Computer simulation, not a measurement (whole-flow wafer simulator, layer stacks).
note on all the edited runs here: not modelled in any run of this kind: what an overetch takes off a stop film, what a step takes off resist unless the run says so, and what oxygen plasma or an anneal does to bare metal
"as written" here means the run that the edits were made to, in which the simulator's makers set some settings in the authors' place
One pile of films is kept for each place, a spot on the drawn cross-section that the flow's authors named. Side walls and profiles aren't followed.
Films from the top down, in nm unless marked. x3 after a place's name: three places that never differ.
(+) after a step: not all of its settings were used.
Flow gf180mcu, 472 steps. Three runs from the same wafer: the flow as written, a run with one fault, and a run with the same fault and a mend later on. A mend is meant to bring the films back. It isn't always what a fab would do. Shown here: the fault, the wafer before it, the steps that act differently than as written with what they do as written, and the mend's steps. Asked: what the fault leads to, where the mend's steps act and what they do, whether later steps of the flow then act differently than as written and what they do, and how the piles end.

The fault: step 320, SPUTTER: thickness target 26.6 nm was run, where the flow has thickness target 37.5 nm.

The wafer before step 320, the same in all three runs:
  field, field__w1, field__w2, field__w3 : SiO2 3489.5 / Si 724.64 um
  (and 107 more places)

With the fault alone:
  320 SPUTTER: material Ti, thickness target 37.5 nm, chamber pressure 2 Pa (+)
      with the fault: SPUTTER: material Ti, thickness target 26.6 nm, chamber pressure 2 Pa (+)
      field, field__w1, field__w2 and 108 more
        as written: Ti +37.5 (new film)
        with the fault: Ti +26.6 (new film)
  Later steps of the flow that act differently than as written:
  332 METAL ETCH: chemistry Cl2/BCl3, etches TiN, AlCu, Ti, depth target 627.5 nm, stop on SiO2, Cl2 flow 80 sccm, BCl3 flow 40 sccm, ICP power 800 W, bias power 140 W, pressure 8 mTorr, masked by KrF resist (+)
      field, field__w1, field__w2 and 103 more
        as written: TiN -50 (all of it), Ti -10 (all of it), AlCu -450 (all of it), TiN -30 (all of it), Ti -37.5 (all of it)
        with the fault: TiN -50 (all of it), Ti -10 (all of it), AlCu -450 (all of it), TiN -30 (all of it), Ti -26.6 (all of it)
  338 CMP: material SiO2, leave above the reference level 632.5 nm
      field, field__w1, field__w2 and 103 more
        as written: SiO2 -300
        with the fault: SiO2 -310.9
  At the end the piles differ from the flow's by more than 2% or 0.5 nm, whichever is larger, at field__w8, contact, m1, m1__w1, m1_nw.
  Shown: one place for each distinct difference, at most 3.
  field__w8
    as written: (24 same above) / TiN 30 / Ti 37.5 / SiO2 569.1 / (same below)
    with the fault: (24 same above) / TiN 30 / Ti 26.6 / SiO2 569.1 / (same below)
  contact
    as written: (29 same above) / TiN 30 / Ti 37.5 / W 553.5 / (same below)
    with the fault: (29 same above) / TiN 30 / Ti 26.6 / W 553.5 / (same below)

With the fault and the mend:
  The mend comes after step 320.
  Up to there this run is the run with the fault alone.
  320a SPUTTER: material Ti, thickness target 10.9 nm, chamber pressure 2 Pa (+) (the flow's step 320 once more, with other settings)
      field, field__w1, field__w2 and 108 more
        Ti +10.9
  No later step of the flow acts differently than as written at any place that is followed.
  At the end the piles are the same as the flow's at every place that both follow.
